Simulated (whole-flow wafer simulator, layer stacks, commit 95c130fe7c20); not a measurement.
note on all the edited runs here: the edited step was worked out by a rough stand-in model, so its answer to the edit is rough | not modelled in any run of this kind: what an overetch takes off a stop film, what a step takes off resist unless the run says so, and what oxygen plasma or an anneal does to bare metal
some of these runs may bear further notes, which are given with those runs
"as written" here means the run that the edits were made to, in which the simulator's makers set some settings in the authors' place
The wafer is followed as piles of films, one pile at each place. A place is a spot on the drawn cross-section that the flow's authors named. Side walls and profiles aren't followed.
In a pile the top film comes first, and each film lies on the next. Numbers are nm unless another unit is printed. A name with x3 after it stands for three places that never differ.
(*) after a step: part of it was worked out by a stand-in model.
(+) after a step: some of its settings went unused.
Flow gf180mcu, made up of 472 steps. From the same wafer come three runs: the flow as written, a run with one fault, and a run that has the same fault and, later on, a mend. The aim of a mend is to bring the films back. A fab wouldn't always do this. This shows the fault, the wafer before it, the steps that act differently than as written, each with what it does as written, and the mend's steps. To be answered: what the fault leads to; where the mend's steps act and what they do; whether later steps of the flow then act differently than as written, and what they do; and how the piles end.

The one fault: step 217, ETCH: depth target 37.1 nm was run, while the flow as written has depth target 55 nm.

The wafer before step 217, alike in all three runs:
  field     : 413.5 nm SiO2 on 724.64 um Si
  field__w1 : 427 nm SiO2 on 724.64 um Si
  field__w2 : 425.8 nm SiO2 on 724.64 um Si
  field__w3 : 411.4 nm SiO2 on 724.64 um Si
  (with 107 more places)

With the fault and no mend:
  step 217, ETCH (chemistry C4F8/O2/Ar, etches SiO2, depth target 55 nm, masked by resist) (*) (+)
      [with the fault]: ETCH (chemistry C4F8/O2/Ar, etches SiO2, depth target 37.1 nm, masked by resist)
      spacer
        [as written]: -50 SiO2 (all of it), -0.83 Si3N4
        [with the fault]: -37.1 SiO2
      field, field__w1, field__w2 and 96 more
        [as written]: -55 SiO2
        [with the fault]: -37.1 SiO2
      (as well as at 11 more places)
  Steps later in the flow that act otherwise than as written (6 more steps, not shown, differ only slightly: by at most 2% or 0.5 nm, whichever is larger):
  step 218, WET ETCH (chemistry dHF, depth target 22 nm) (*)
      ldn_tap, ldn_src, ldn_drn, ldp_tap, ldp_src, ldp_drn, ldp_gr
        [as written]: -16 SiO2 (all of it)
        [with the fault]: -33.3 SiO2
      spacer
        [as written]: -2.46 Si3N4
        [with the fault]: -12.9 SiO2 (all of it), -2.81 Si3N4
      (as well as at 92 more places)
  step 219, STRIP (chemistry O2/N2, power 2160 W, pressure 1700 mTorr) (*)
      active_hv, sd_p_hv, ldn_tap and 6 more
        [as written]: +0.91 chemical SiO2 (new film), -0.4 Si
        [with the fault]: nothing
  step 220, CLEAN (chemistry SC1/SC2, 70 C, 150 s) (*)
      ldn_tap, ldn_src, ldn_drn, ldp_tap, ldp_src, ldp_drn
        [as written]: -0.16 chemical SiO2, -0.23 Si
        [with the fault]: -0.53 SiO2 (all of it)
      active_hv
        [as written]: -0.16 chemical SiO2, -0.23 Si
        [with the fault]: +0.51 chemical SiO2 (new film), -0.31 SiO2 (all of it), -0.27 Si
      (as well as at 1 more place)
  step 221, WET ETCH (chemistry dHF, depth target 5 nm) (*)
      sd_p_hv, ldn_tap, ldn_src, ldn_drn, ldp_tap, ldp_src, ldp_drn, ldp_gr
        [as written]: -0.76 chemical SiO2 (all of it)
        [with the fault]: nothing
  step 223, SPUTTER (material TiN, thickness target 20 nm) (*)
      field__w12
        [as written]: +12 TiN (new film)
        [with the fault]: +12.7 TiN (new film)
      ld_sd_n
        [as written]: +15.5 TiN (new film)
        [with the fault]: +16.1 TiN (new film)
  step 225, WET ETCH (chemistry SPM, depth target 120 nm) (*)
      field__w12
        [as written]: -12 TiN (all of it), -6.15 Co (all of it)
        [with the fault]: -12.7 TiN (all of it), -6.44 Co (all of it)
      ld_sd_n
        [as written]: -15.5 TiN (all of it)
        [with the fault]: -16.1 TiN (all of it)
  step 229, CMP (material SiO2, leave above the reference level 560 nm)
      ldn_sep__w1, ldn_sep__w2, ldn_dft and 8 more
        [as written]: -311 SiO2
        [with the fault]: -318.8 SiO2
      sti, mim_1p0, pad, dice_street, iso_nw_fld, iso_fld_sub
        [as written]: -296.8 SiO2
        [with the fault]: -304.6 SiO2
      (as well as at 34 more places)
  The piles end only slightly different from the flow's at the places that both follow, by no more than 2% or 0.5 nm, whichever is larger.

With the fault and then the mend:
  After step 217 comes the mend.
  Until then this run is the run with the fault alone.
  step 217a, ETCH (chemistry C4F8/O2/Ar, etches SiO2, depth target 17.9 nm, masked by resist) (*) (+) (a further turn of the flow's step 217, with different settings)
      field, field__w1, field__w2 and 96 more
        -17.9 SiO2
      field__w5, field__w9, field__w13 and 8 more
        -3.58 resist
      spacer
        -12.9 SiO2 (all of it), -0.83 Si3N4
  Later steps of the flow that are run all act as written at every place that is followed, up to a difference of at most 2% or 0.5 nm, whichever is larger.
  The piles end only slightly different from the flow's at the places that both follow, by no more than 2% or 0.5 nm, whichever is larger.
